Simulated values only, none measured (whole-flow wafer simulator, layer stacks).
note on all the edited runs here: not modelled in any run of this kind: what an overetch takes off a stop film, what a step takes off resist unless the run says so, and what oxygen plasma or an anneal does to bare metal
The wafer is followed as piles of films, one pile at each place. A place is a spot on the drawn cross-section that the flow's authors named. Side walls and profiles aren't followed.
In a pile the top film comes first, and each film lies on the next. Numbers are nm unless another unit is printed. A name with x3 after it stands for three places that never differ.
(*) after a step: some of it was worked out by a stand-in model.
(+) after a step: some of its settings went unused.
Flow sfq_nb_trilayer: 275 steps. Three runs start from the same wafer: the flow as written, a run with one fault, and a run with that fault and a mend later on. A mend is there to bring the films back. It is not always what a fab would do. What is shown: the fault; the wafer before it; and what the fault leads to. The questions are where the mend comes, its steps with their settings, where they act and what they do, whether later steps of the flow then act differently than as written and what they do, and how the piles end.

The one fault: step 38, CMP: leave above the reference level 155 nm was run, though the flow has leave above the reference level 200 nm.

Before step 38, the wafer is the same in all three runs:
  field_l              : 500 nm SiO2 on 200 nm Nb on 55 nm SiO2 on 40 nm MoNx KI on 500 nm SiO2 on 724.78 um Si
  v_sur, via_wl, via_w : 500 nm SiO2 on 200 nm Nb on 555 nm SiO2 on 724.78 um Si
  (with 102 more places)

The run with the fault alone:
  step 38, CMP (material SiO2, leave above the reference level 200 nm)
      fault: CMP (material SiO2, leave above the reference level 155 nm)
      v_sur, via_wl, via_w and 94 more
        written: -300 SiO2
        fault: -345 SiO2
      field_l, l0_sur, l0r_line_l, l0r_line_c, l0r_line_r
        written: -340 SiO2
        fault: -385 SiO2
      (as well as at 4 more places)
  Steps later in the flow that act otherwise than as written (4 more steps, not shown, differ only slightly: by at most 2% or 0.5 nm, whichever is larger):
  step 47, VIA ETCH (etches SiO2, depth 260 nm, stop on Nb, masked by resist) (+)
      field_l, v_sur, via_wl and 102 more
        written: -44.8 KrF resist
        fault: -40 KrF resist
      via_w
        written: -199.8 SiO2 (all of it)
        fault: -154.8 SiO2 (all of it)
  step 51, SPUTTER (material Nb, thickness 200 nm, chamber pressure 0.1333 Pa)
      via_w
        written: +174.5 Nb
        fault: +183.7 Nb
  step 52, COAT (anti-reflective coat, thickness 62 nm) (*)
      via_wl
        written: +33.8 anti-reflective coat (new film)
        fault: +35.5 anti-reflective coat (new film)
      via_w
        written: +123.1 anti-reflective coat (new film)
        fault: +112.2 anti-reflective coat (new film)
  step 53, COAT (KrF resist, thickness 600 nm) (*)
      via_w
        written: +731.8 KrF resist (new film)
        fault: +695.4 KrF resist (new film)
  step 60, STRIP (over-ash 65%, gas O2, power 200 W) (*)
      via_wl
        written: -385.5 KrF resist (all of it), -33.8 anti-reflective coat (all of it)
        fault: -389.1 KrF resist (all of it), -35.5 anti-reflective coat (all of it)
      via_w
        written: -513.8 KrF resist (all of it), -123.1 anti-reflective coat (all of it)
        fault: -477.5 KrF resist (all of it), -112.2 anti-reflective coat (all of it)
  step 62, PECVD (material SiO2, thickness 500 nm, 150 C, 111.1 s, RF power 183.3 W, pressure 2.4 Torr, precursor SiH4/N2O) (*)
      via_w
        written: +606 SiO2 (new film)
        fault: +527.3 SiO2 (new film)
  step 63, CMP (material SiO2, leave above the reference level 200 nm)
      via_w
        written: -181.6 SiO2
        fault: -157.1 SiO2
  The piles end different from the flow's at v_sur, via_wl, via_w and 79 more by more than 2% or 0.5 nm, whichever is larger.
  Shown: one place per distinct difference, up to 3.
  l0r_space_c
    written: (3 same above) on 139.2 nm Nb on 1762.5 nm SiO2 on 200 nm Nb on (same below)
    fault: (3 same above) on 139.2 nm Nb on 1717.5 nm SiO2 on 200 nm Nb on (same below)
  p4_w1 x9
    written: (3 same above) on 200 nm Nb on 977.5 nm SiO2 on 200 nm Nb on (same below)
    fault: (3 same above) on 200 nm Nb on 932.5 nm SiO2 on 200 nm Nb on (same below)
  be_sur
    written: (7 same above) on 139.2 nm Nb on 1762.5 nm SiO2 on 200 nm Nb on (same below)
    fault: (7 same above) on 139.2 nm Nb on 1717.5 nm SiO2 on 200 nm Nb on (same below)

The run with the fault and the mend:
  The mend stands after step 39.
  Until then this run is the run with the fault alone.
  step 39a, PECVD (material SiO2, thickness 45 nm, 150 C, 10 s, RF power 183.3 W, pressure 2.4 Torr, precursor SiH4/N2O) (a further turn of the flow's step 37, with different settings)
      field_l, v_sur, via_wl and 103 more
        +45 SiO2
  None of the later steps of the flow differs from how it acts as written, at any place that is followed, by more than 2% or 0.5 nm, whichever is larger.
  The piles end only slightly different from the flow's at the places that both follow, by no more than 2% or 0.5 nm, whichever is larger.
